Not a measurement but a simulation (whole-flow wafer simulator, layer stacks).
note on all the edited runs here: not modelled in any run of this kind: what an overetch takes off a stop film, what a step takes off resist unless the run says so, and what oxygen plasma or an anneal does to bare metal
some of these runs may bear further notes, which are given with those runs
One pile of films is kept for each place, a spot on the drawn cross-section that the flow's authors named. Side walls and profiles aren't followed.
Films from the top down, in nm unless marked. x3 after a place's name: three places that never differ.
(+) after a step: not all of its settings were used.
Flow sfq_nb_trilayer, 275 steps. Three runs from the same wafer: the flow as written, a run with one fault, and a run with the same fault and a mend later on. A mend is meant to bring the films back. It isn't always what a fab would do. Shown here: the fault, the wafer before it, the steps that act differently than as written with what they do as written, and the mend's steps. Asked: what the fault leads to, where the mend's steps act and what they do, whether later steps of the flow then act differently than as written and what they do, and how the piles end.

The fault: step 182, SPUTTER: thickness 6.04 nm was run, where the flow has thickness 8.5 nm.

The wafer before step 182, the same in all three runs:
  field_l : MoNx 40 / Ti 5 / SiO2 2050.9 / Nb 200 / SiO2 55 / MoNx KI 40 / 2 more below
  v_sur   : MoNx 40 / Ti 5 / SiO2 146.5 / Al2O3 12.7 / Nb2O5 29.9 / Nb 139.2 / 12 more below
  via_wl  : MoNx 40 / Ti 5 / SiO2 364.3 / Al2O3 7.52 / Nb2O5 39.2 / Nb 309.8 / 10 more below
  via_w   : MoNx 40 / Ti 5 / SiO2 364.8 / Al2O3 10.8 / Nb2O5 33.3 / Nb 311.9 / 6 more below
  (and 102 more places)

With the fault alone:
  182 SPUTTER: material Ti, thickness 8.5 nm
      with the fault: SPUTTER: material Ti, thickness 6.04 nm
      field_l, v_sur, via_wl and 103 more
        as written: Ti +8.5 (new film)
        with the fault: Ti +6.04 (new film)
  Later steps of the flow that act differently than as written (20 more steps differ only slightly, by at most 2% or 0.5 nm, whichever is larger, and aren't shown):
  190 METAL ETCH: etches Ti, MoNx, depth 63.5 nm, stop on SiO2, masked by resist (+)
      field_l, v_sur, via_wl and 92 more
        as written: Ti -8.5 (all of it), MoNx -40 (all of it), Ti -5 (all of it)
        with the fault: Ti -6.04 (all of it), MoNx -40 (all of it), Ti -5 (all of it)
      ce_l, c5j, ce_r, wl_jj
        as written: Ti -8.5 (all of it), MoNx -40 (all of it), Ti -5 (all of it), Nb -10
        with the fault: Ti -6.04 (all of it), MoNx -40 (all of it), Ti -5 (all of it), Nb -12.5
  At the end the piles differ from the flow's by more than 2% or 0.5 nm, whichever is larger, at be_r, r_sur, res, r_end, r5r_line_l, r5r_line_c, r5r_line_r.
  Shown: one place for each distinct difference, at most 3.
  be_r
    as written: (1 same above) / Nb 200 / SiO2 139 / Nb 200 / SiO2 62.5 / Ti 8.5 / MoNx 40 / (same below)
    with the fault: (1 same above) / Nb 200 / SiO2 141.5 / Nb 200 / SiO2 62.5 / Ti 6.04 / MoNx 40 / (same below)
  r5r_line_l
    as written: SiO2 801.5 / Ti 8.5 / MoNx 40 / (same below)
    with the fault: SiO2 804 / Ti 6.04 / MoNx 40 / (same below)
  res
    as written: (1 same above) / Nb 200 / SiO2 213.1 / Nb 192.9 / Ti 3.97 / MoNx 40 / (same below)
    with the fault: (1 same above) / Nb 200 / SiO2 215.6 / Nb 192.9 / Ti 1.51 / MoNx 40 / (same below)

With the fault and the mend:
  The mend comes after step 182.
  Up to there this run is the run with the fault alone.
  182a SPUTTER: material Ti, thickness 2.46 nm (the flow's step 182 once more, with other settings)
      field_l, v_sur, via_wl and 103 more
        Ti +2.46
  No later step of the flow acts differently than as written at any place that is followed.
  At the end the piles are the same as the flow's at every place that both follow.
